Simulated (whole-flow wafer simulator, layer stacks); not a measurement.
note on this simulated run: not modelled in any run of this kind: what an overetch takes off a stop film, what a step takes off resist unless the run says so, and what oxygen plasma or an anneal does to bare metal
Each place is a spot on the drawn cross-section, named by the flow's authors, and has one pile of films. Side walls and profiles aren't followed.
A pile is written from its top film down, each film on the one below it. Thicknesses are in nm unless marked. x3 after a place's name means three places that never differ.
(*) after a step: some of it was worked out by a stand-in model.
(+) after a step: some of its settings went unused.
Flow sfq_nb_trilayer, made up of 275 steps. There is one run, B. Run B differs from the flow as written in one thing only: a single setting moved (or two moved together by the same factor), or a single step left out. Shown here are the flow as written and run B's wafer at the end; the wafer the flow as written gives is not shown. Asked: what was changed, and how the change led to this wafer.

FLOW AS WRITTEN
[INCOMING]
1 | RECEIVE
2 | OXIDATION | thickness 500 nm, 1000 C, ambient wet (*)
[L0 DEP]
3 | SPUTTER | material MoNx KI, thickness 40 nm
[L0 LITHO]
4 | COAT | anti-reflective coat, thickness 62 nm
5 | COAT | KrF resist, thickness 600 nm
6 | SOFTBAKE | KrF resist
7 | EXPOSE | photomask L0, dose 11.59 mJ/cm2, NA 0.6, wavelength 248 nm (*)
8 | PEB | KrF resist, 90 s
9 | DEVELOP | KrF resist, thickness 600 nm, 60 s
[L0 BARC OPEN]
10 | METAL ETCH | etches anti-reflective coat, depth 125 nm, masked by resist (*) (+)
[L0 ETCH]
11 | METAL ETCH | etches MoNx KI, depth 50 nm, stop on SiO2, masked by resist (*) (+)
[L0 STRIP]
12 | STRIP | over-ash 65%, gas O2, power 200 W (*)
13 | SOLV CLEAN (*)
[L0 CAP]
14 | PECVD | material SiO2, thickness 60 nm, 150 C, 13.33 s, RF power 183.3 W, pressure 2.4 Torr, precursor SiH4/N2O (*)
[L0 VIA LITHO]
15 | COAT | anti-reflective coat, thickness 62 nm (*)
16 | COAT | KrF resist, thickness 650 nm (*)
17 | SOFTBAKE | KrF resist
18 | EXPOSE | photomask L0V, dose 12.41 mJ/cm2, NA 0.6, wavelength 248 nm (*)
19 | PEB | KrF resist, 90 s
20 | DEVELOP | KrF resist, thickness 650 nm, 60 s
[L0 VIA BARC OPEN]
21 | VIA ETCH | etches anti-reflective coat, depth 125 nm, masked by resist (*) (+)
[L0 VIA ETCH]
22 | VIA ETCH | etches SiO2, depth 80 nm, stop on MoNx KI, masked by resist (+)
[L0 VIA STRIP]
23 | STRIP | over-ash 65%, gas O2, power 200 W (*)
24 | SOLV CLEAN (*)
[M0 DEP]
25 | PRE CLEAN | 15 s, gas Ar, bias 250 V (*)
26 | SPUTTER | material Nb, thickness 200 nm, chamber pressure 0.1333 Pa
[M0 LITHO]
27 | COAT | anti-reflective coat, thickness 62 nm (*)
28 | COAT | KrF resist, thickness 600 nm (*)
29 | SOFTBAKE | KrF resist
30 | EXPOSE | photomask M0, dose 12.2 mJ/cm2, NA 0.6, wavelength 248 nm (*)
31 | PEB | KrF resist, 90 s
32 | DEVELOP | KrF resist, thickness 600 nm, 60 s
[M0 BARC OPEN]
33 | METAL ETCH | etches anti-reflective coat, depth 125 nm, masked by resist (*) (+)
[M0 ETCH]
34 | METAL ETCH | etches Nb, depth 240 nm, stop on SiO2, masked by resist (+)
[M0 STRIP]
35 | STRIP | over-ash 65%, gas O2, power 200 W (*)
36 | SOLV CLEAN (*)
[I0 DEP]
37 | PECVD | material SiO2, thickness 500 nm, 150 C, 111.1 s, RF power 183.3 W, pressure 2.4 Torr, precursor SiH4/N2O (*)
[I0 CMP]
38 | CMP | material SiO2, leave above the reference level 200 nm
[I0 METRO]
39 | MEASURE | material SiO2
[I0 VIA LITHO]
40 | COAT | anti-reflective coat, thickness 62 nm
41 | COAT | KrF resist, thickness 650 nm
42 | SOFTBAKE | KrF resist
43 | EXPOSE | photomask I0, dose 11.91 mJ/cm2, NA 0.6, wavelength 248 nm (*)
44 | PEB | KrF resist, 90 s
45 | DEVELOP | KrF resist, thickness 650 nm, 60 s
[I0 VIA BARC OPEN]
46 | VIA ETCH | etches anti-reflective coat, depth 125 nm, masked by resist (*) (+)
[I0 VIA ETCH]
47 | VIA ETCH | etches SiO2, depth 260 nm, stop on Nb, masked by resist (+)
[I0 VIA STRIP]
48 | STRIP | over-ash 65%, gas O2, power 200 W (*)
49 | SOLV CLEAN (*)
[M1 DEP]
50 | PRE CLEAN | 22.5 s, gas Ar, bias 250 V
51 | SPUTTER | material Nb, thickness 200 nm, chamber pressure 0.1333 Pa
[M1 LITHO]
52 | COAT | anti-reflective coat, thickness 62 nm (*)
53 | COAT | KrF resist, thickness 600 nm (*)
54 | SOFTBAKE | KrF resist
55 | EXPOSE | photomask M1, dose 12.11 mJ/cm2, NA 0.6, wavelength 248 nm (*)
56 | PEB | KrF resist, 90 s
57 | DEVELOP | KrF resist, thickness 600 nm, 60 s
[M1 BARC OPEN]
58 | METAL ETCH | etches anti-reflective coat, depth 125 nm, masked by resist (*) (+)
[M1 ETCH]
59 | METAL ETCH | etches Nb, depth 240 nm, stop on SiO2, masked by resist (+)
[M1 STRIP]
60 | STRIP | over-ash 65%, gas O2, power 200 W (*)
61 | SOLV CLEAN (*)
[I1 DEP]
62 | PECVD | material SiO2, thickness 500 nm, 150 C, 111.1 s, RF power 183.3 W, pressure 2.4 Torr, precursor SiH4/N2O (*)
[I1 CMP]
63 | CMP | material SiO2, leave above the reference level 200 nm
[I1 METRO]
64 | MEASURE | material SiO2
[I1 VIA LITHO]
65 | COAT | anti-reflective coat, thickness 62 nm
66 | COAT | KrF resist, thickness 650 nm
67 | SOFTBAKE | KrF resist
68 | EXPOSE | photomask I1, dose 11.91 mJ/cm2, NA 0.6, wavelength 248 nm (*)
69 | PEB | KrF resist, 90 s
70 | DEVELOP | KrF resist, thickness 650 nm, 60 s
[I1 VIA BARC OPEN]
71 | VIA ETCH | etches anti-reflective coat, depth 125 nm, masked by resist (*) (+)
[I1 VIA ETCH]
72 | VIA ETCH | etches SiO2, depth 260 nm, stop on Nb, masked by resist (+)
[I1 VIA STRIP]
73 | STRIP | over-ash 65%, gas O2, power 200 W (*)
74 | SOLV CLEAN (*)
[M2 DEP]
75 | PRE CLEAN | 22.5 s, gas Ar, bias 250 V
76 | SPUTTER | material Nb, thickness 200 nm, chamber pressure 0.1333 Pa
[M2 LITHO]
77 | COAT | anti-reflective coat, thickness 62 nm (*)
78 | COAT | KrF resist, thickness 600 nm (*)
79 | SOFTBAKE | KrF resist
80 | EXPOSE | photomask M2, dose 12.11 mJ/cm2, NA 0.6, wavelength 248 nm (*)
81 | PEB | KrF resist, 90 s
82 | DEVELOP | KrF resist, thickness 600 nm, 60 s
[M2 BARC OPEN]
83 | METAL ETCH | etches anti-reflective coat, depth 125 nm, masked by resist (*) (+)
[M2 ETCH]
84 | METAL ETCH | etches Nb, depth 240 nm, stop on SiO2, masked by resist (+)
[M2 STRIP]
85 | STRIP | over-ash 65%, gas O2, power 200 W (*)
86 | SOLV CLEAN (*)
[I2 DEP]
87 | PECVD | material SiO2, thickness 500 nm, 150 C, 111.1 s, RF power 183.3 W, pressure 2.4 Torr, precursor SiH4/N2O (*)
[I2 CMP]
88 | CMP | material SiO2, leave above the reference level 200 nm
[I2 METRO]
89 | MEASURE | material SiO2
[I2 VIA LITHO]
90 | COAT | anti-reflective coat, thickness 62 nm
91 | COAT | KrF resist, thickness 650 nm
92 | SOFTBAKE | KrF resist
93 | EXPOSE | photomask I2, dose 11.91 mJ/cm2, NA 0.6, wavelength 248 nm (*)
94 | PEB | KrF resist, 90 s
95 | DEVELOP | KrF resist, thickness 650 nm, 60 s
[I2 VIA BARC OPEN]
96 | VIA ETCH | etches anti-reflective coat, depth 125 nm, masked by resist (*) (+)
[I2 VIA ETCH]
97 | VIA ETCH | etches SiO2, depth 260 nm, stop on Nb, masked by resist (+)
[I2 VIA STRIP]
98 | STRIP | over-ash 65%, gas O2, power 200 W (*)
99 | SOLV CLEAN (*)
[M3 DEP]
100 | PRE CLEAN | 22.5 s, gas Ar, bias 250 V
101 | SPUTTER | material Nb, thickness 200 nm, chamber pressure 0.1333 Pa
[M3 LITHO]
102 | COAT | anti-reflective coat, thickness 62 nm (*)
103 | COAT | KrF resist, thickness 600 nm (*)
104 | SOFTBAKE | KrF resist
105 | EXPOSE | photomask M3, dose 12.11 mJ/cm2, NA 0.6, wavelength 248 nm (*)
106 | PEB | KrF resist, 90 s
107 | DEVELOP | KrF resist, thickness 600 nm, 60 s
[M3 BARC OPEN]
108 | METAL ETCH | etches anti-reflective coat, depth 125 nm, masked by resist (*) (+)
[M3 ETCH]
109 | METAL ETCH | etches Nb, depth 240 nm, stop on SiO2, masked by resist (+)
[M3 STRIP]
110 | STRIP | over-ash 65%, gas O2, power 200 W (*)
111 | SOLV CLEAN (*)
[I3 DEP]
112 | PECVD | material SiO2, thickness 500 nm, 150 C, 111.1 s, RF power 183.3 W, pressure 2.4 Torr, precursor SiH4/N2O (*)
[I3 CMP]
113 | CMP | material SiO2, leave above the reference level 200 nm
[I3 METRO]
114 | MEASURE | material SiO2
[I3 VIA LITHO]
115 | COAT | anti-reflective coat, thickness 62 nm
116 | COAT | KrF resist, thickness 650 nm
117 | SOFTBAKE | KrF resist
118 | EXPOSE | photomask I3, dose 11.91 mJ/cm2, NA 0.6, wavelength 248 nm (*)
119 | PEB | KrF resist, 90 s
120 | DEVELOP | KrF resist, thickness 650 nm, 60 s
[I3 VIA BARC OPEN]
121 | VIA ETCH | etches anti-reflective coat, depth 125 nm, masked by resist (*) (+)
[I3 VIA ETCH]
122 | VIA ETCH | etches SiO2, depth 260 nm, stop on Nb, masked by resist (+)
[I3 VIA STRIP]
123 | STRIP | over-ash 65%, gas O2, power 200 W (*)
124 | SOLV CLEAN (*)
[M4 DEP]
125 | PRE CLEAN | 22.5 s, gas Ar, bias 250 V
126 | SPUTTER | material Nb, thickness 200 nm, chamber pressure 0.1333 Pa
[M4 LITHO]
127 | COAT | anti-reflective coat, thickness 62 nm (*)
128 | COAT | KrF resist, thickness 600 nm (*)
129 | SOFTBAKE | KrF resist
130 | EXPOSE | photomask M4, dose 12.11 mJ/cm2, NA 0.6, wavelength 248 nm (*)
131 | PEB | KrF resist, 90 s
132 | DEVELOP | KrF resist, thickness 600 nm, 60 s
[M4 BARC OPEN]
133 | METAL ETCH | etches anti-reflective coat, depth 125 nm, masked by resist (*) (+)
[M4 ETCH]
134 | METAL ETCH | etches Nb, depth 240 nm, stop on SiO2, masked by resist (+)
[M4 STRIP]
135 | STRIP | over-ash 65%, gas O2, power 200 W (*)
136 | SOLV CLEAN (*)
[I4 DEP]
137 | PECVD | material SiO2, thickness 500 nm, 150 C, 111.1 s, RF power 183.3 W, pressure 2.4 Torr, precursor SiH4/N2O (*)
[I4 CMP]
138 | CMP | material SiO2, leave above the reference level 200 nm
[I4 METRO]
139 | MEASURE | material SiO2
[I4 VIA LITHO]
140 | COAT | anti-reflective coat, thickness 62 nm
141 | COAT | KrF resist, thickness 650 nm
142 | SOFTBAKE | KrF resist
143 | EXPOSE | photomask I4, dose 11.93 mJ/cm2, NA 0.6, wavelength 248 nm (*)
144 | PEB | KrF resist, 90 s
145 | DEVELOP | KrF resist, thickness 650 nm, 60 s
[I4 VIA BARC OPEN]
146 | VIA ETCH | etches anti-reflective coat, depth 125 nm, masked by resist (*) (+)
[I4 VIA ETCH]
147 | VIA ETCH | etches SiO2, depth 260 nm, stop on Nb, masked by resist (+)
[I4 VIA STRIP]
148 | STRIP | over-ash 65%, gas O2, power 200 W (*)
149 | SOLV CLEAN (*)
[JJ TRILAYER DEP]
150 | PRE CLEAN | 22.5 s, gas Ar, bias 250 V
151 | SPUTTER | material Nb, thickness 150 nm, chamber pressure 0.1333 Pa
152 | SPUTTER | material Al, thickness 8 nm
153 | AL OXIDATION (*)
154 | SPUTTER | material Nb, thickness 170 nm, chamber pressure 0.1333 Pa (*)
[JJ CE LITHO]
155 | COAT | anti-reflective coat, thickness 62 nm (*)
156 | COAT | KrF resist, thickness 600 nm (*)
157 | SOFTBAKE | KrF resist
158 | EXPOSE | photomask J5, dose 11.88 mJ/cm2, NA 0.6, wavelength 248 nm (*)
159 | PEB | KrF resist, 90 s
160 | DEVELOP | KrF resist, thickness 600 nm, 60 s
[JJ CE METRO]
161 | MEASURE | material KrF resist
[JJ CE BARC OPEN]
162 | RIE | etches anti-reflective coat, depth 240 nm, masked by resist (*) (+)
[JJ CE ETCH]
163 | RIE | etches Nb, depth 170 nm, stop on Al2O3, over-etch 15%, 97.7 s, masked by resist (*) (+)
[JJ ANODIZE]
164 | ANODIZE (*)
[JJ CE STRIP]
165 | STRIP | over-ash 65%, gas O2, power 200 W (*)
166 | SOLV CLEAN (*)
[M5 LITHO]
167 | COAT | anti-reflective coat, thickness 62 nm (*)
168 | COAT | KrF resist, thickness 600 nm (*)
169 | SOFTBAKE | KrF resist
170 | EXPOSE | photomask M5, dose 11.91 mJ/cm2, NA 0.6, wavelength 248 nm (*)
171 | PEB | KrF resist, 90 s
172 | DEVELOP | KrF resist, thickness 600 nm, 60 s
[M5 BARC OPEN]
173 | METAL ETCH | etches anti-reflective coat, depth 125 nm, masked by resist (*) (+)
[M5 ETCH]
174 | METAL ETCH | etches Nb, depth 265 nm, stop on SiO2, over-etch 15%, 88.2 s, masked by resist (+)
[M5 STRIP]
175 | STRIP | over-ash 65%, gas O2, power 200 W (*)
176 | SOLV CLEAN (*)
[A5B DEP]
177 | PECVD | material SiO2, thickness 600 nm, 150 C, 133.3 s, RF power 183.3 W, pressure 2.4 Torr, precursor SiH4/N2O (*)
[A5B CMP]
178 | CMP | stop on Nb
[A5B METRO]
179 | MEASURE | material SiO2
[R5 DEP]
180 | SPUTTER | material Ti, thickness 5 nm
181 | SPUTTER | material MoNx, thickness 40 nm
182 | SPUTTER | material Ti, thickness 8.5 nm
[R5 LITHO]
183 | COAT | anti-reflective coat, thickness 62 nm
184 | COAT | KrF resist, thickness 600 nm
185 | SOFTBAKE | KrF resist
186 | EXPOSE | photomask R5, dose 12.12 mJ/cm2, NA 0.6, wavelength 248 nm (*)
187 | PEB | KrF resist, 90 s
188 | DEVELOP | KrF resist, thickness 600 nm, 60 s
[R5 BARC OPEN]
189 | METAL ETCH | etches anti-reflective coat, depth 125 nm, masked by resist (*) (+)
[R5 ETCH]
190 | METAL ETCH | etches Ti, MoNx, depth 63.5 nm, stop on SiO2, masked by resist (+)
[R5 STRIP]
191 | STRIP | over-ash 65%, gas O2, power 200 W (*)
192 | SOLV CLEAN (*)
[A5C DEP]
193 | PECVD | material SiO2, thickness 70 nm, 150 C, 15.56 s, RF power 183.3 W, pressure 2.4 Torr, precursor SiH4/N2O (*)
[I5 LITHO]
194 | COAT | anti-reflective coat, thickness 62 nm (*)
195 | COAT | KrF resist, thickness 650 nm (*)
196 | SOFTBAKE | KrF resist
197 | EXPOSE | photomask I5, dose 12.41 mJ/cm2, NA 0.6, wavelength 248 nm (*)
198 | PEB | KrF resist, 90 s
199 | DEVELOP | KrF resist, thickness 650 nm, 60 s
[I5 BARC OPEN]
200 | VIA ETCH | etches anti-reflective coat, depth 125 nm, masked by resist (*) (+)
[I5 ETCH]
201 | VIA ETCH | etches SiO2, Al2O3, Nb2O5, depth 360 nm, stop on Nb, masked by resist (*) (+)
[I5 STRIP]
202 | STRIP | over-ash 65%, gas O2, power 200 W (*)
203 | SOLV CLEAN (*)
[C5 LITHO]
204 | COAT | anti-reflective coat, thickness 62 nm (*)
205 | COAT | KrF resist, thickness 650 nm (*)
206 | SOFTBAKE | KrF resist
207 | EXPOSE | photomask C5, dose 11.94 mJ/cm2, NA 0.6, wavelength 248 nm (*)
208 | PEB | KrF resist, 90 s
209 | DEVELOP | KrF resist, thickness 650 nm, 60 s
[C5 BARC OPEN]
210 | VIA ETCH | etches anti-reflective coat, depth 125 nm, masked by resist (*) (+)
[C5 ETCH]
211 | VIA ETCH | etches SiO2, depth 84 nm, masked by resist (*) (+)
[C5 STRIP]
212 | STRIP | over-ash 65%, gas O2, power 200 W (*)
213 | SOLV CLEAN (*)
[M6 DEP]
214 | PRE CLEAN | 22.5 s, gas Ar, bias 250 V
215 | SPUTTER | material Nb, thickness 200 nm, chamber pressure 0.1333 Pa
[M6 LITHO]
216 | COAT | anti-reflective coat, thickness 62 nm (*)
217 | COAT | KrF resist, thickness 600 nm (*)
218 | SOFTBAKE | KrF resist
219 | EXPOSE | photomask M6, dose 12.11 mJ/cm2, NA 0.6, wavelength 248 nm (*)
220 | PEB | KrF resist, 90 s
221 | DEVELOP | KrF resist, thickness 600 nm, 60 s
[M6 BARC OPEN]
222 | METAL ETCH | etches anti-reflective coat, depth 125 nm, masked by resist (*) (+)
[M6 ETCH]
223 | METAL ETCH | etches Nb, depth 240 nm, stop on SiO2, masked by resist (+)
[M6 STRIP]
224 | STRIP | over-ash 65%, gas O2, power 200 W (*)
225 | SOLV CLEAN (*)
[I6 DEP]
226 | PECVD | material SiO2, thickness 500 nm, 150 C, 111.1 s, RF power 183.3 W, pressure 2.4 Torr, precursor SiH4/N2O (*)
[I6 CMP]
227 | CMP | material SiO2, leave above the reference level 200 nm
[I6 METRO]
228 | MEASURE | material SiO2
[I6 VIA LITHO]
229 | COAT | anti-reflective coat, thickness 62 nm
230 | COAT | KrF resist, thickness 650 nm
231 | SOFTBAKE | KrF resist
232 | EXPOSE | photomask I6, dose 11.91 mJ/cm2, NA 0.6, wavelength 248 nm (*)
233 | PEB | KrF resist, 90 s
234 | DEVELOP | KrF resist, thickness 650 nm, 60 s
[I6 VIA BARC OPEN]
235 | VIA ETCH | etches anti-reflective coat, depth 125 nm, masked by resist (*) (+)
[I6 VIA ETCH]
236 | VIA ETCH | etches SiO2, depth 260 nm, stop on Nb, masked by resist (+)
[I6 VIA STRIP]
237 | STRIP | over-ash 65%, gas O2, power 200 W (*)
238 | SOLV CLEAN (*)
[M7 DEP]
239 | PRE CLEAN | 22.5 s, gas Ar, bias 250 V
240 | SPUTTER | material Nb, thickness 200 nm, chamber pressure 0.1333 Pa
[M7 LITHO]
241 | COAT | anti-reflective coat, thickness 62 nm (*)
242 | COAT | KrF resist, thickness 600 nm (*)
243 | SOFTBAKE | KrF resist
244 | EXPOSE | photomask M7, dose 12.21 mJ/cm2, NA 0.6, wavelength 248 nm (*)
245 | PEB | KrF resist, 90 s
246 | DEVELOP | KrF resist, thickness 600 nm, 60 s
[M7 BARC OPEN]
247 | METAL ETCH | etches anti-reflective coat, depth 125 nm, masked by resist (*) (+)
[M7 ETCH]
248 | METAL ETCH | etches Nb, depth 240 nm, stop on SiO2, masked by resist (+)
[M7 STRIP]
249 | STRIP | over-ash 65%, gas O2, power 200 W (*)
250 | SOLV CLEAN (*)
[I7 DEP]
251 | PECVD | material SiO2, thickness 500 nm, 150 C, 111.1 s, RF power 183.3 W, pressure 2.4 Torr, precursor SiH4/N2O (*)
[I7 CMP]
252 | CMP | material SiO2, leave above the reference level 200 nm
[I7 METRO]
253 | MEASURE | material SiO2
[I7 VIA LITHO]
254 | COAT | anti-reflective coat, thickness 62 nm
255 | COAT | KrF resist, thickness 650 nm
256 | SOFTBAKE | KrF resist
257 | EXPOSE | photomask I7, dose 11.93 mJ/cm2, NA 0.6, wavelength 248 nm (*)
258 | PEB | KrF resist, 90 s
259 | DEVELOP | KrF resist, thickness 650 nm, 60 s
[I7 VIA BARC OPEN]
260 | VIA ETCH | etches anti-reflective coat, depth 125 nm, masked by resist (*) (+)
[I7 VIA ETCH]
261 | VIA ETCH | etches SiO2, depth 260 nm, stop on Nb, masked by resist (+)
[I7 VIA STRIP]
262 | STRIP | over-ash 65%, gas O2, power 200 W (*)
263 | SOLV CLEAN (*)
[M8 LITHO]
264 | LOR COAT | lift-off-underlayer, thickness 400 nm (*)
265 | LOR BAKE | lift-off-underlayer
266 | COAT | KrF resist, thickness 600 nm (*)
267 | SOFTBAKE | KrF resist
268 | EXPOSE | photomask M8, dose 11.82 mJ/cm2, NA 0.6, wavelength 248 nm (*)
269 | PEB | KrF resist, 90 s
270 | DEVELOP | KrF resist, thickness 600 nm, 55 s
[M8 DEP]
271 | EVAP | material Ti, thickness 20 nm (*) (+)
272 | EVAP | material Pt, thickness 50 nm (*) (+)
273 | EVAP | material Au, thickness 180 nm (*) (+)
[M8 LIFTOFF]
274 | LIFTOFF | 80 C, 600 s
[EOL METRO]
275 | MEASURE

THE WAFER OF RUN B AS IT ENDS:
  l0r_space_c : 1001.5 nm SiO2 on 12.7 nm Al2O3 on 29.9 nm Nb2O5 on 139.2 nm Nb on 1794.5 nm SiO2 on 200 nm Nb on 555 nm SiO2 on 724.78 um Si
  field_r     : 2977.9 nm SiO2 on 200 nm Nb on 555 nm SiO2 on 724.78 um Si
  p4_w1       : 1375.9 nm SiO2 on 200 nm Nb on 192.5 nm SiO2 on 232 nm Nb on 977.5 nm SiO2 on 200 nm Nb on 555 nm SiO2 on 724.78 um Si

The reason: step 101, SPUTTER: thickness 232 nm was run, though the flow has thickness 200 nm.
One can read it off the wafer: p4_w1 has Nb 232, and step 101 as written asks for 200 nm.

The path from the change to this, step by step:
  101 | SPUTTER | material Nb, thickness 200 nm, chamber pressure 0.1333 Pa
      field_l, v_sur, via_wl and 102 more: Nb gains 232 (new film) (it would be, as written: Nb gains 200 (new film))
      via_w: Nb gains 192.3 (it would be, as written: Nb gains 165.5)
  102 | COAT | anti-reflective coat, thickness 62 nm (*)
      via_wl: anti-reflective coat gains 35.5 (new film) (it would be, as written: anti-reflective coat gains 34.2 (new film))
  109 | METAL ETCH | etches Nb, depth 240 nm, stop on SiO2, masked by resist (+)
      field_l, be, be_sur and 72 more: Nb loses 232 (all of it) (it would be, as written: Nb loses 200 (all of it))
  110 | STRIP | over-ash 65%, gas O2, power 200 W (*)
      via_wl: KrF resist loses 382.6 (all of it), anti-reflective coat loses 35.5 (all of it) (it would be, as written: KrF resist loses 384.2 (all of it), anti-reflective coat loses 34.2 (all of it))
  112 | PECVD | material SiO2, thickness 500 nm, 150 C, 111.1 s, RF power 183.3 W, pressure 2.4 Torr, precursor SiH4/N2O (*)
      p4_g1, p4_g2, p3_s0, p3_s1, p3_s2, p3_s3, p3_s4, p3_s5: SiO2 gains 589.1 (it would be, as written: SiO2 gains 557.1)
  113 | CMP | material SiO2, leave above the reference level 200 nm
      field_l, be, be_sur and 64 more: SiO2 loses 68 (it would be, as written: SiO2 loses 100)
